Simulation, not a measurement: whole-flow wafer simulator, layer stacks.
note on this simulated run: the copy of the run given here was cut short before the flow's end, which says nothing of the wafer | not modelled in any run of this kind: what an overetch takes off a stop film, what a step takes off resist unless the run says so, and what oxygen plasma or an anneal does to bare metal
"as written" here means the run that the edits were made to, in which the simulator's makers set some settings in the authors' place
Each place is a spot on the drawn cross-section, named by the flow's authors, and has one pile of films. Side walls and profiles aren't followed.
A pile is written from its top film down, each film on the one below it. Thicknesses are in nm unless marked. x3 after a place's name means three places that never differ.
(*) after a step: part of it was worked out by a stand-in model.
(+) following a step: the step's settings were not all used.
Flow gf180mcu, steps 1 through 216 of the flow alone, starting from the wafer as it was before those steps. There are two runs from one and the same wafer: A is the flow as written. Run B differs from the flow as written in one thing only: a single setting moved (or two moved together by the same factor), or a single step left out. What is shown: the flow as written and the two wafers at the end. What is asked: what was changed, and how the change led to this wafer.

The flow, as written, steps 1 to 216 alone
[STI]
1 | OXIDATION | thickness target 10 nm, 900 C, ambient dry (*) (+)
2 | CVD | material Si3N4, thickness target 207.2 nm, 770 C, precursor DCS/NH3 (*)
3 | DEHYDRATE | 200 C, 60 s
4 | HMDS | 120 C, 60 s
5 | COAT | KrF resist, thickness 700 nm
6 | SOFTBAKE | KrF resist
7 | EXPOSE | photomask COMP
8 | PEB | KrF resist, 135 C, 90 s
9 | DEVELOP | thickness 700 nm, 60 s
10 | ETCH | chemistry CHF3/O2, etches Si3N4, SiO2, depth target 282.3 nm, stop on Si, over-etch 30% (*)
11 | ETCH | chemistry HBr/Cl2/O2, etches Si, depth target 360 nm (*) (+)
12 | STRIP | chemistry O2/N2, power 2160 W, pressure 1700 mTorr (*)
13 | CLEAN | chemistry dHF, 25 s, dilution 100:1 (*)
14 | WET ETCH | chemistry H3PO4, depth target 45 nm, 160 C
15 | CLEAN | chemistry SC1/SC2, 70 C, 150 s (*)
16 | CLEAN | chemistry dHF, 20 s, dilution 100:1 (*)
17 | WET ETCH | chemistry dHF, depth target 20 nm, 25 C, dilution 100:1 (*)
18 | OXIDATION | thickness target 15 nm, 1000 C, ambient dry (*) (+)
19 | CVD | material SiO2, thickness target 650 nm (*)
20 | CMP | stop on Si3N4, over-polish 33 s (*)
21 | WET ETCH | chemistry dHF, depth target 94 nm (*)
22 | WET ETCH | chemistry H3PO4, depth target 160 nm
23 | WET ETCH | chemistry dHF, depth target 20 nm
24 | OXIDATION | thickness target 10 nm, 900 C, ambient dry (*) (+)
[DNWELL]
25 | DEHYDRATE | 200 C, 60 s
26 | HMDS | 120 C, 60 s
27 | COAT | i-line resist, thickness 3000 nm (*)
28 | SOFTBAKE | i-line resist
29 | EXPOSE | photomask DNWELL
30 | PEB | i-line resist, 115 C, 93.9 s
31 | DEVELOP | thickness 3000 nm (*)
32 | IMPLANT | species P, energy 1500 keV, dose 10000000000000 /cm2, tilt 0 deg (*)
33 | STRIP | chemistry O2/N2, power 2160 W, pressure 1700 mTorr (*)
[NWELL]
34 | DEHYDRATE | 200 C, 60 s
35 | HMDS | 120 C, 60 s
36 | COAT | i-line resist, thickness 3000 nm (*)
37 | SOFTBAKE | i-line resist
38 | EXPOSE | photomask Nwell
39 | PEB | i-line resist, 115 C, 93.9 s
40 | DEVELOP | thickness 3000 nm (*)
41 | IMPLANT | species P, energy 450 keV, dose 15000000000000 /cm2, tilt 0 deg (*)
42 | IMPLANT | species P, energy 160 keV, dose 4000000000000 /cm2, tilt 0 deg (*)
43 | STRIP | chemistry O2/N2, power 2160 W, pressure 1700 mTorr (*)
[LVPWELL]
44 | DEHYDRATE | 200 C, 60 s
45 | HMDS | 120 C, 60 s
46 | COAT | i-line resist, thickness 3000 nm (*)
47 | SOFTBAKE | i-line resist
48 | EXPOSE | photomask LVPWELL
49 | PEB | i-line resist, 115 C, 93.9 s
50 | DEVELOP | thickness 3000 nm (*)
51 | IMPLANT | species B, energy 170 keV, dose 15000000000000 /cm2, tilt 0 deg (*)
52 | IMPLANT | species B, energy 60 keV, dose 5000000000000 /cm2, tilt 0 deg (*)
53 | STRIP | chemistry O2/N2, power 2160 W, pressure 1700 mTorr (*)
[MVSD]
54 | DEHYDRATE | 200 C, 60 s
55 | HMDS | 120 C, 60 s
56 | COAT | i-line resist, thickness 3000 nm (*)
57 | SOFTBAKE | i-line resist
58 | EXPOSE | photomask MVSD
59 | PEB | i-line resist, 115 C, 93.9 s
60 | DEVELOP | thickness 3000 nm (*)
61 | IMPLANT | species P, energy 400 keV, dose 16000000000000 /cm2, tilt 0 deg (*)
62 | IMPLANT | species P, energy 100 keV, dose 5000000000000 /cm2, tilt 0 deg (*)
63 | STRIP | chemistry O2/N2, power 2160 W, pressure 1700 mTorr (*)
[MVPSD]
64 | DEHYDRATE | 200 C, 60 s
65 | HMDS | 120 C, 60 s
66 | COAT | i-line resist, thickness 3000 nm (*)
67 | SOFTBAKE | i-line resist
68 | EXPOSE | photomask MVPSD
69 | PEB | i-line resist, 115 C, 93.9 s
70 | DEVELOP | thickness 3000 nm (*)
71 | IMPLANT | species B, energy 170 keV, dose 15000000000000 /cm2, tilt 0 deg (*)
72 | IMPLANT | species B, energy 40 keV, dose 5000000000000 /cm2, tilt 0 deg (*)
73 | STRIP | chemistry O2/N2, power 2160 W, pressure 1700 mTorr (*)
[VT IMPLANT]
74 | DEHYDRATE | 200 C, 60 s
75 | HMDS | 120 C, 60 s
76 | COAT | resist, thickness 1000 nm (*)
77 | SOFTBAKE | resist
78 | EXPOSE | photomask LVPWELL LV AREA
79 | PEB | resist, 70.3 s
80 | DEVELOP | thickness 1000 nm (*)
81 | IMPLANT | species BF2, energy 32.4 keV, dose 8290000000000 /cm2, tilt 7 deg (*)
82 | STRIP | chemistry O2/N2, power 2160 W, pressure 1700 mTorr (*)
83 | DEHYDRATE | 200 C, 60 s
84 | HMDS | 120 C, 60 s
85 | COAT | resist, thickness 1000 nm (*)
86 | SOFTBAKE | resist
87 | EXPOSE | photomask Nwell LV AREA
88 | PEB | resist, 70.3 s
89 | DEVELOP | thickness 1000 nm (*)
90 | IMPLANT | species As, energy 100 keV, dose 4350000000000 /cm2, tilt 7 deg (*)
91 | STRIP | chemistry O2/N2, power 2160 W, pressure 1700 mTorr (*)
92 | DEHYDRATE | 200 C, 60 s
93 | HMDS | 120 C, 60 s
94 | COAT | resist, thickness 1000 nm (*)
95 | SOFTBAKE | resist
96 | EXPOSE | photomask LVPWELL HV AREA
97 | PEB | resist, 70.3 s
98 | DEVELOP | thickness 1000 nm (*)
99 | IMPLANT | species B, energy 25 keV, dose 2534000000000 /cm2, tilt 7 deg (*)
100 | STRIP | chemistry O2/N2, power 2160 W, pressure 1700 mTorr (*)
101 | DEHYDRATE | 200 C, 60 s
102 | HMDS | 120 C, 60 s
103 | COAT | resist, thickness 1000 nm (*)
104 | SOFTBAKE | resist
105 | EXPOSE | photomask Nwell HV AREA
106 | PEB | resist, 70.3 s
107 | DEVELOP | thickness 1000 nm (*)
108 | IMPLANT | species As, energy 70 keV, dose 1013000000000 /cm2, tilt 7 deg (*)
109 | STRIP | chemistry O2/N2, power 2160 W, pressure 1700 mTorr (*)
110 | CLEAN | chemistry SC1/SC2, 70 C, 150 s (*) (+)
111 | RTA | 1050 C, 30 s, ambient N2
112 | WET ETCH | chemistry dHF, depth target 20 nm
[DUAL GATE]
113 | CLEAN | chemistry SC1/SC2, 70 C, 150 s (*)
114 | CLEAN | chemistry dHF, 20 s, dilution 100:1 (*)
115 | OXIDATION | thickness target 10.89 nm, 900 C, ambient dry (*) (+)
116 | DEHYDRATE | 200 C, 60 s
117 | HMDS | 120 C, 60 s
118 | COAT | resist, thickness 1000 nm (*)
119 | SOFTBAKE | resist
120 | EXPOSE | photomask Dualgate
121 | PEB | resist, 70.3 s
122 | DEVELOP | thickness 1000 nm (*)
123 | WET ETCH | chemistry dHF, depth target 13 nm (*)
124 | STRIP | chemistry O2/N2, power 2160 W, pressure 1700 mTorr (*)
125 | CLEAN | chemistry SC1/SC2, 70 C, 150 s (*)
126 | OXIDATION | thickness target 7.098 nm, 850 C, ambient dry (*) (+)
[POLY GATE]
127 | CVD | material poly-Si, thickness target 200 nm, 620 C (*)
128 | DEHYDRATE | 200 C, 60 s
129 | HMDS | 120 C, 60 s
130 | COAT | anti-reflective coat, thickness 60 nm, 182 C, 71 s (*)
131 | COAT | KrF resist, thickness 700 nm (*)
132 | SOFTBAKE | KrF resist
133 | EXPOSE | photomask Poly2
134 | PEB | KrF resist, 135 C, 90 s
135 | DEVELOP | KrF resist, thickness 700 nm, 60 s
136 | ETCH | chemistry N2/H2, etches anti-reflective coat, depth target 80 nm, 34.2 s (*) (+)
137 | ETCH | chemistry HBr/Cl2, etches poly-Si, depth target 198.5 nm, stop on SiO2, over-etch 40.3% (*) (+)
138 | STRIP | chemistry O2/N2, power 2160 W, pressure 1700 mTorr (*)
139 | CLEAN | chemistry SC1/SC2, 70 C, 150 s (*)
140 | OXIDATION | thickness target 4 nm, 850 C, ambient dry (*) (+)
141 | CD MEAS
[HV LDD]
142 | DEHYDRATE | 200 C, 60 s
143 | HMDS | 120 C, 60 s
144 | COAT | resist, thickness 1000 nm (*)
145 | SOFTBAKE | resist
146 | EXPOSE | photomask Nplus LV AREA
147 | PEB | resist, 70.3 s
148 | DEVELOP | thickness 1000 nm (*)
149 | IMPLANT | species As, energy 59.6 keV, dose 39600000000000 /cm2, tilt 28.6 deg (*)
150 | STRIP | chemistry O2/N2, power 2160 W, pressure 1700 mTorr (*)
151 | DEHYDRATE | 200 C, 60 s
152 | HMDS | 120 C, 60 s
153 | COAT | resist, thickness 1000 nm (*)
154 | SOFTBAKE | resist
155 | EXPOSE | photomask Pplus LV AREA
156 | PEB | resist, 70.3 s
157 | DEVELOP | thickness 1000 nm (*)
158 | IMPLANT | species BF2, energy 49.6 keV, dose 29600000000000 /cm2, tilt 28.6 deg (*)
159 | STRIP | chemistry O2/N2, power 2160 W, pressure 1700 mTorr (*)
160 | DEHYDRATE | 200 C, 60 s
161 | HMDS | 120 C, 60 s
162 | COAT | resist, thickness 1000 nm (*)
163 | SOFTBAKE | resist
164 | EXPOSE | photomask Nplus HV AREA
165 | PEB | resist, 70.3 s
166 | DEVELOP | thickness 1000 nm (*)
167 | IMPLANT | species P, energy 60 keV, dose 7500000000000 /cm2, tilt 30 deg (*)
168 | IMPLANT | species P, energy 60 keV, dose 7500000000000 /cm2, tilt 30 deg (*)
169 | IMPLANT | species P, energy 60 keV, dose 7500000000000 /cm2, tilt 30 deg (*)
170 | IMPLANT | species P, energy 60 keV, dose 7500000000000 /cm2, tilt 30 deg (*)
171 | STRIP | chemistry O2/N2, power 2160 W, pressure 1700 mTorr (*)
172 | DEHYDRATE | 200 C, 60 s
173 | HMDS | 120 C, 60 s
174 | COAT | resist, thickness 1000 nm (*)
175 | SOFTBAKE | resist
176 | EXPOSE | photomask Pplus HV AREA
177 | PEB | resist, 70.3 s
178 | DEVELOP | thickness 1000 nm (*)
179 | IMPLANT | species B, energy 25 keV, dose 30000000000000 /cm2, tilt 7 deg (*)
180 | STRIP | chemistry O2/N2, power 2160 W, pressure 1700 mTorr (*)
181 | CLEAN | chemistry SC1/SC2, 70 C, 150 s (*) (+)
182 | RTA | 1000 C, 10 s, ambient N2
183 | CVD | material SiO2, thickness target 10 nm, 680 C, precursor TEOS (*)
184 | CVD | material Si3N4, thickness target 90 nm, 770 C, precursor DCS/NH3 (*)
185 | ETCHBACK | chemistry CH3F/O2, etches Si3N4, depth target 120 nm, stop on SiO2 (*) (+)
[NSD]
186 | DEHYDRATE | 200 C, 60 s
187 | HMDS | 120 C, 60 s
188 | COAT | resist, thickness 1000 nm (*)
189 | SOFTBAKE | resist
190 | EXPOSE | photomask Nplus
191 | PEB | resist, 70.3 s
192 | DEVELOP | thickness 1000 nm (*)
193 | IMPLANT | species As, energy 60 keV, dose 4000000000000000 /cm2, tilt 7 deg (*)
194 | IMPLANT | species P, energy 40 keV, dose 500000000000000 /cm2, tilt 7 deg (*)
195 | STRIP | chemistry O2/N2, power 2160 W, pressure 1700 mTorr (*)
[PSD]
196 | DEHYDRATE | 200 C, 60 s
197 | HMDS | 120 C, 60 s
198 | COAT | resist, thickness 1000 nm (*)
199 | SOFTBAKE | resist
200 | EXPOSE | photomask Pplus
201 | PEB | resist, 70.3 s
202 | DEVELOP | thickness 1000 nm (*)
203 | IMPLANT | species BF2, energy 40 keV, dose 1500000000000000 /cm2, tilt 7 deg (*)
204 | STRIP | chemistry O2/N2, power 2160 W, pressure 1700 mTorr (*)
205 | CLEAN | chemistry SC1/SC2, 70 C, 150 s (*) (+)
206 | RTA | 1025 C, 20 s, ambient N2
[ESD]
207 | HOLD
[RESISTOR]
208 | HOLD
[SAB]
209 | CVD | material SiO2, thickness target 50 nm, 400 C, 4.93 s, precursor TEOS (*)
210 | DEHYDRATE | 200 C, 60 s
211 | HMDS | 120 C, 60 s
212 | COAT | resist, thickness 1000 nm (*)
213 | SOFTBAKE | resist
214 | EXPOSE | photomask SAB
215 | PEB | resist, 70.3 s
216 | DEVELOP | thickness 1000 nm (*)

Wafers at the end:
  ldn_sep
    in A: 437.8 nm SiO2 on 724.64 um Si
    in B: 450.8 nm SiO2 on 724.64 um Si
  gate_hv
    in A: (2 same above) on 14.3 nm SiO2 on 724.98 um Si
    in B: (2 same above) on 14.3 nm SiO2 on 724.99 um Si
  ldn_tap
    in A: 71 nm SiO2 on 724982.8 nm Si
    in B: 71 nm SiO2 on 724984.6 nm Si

What caused this: step 112, WET ETCH: depth target 8.2 nm was run, while the flow as written has depth target 20 nm.

Step by step, how the change led to this:
  112 | WET ETCH | chemistry dHF, depth target 20 nm
      active, n_well, p_well and 40 more: A SiO2 loses 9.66 (all of it) | B SiO2 loses 8.2
      field, field__w2, field__w3 and 43 more: A SiO2 loses 22 | B SiO2 loses 9.02
  113 | CLEAN | chemistry SC1/SC2, 70 C, 150 s (*)
      active, n_well, p_well and 40 more: A chemical SiO2 gains 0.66 (new film), Si loses 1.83 | B SiO2 loses 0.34
  114 | CLEAN | chemistry dHF, 20 s, dilution 100:1 (*)
      active, n_well, p_well and 40 more: A chemical SiO2 loses 0.66 (all of it) | B SiO2 loses 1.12 (all of it)
  119 | SOFTBAKE | resist
      field_sub: A resist loses 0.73 | B resist loses 1.24
      gate_p_hv: A resist gains 0.83 | B resist gains 1.4
      (as well as at 1 more place)
  130 | COAT | anti-reflective coat, thickness 60 nm, 182 C, 71 s (*)
      p_well, spacer, sd_n: A anti-reflective coat gains 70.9 (new film) | B anti-reflective coat gains 81.6 (new film)
      ldn_fp, ldp_fp: A anti-reflective coat gains 48.5 (new film) | B anti-reflective coat gains 43.2 (new film)
      (as well as at 69 more places)
  136 | ETCH | chemistry N2/H2, etches anti-reflective coat, depth target 80 nm, 34.2 s (*) (+)
      p_well, spacer, sd_n: A anti-reflective coat loses 70.9 (all of it), poly-Si loses 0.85 | B anti-reflective coat loses 81.6 (all of it), poly-Si loses 0.58
      field: A anti-reflective coat loses 61.5 (all of it), poly-Si loses 1.09 | B anti-reflective coat loses 57.9 (all of it), poly-Si loses 1.18
      (as well as at 49 more places)
  138 | STRIP | chemistry O2/N2, power 2160 W, pressure 1700 mTorr (*)
      gate: A chemical SiO2 gains 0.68 (new film), KrF resist loses 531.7 (all of it), anti-reflective coat loses 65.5 (all of it), poly-Si loses 0.3 | B chemical SiO2 gains 0.68 (new film), KrF resist loses 532.3 (all of it), anti-reflective coat loses 70.3 (all of it), poly-Si loses 0.3
      gate_hv: A chemical SiO2 gains 0.68 (new film), KrF resist loses 528.4 (all of it), anti-reflective coat loses 61 (all of it), poly-Si loses 0.3 | B chemical SiO2 gains 0.68 (new film), KrF resist loses 530.7 (all of it), anti-reflective coat loses 62.8 (all of it), poly-Si loses 0.3
      (as well as at 19 more places)
  145 | SOFTBAKE | resist
      gate_p_hv: A resist loses 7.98 | B resist loses 7.34
      iso_ptap_sub: A resist gains 0.67 | B resist gains 1.19
      (as well as at 2 more places)
  154 | SOFTBAKE | resist
      gate_p_hv: A resist loses 7.98 | B resist loses 7.34
      iso_ptap_sub: A resist gains 0.67 | B resist gains 1.19
      (as well as at 2 more places)
  163 | SOFTBAKE | resist
      gate_p_hv: A resist loses 7.98 | B resist loses 7.34
      iso_ptap_sub: A resist gains 0.67 | B resist gains 1.19
      (as well as at 2 more places)
  175 | SOFTBAKE | resist
      gate_p_hv: A resist loses 7.98 | B resist loses 7.34
      iso_ptap_sub: A resist gains 0.67 | B resist gains 1.19
      (as well as at 2 more places)
  189 | SOFTBAKE | resist
      active_hv: A resist gains 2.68 | B resist loses 0.39
      active_nat: A resist gains 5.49 | B resist gains 9.29
      (as well as at 4 more places)
  199 | SOFTBAKE | resist
      active_hv: A resist gains 2.68 | B resist loses 0.39
      active_nat: A resist gains 5.49 | B resist gains 9.29
      (as well as at 4 more places)
  209 | CVD | material SiO2, thickness target 50 nm, 400 C, 4.93 s, precursor TEOS (*)
      active: A SiO2 gains 50 | B SiO2 gains 48.8
      ld_drn_p: A SiO2 gains 46 | B SiO2 gains 45
  213 | SOFTBAKE | resist
      gate_p_hv: A resist loses 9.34 | B resist loses 8.74
      iso_ptap_sub: A resist gains 0.66 | B resist gains 1.18
      (as well as at 3 more places)
